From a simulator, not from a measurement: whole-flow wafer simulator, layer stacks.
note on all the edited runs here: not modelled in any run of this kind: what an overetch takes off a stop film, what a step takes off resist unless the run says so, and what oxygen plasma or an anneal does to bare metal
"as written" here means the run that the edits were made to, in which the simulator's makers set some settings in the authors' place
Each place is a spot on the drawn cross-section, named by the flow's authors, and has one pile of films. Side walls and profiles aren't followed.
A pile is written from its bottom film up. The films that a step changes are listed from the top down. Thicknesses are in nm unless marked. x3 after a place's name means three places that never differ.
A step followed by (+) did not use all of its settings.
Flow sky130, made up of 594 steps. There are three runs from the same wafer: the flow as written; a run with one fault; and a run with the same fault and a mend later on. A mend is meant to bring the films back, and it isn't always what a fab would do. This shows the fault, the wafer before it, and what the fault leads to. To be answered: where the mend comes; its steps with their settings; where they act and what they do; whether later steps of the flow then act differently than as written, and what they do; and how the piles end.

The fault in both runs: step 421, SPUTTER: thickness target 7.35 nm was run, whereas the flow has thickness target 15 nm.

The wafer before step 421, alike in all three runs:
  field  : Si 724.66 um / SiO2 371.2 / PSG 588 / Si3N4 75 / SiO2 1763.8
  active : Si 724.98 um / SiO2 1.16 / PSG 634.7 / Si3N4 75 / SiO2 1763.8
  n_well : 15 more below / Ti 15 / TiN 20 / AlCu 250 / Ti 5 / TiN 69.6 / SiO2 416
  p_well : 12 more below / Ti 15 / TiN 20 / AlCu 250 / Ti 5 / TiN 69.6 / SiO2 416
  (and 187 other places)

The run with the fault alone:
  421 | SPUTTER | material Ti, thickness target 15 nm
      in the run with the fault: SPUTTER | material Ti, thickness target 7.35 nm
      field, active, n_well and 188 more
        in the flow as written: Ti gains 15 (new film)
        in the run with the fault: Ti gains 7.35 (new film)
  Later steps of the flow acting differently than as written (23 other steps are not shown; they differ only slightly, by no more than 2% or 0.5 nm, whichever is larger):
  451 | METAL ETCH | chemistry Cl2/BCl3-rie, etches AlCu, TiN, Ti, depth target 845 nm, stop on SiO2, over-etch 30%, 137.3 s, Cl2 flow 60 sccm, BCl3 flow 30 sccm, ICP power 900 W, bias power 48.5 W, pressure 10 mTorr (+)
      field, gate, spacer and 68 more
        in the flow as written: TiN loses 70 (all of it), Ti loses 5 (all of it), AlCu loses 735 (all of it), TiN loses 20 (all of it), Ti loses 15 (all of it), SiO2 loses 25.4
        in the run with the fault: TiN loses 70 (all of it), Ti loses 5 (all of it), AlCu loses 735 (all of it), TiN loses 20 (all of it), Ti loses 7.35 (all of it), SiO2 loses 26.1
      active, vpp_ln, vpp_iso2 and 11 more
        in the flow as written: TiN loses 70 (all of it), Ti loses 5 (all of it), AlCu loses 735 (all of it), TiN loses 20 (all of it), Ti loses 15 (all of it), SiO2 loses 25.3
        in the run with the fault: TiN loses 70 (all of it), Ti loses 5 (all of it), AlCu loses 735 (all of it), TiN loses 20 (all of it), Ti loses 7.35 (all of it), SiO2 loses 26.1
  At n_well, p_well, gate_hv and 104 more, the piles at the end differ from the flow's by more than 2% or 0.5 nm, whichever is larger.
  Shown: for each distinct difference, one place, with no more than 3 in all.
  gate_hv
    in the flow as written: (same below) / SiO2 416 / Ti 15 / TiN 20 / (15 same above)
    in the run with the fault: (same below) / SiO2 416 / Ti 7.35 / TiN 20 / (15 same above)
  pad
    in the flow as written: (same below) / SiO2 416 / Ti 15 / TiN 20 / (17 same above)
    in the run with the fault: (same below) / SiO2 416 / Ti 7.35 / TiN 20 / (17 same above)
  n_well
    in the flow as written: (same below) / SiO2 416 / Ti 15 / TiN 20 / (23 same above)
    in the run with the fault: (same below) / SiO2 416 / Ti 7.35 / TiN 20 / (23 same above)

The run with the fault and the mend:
  After step 421 comes the mend.
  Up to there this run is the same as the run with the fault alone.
  421a | SPUTTER | material Ti, thickness target 7.65 nm (the flow's step 421 again, with other settings)
      field, active, n_well and 188 more
        Ti gains 7.65
  Later steps of the flow that are run all act as written at every place that is followed.
  By the end, the piles equal the flow's at every place that both follow.
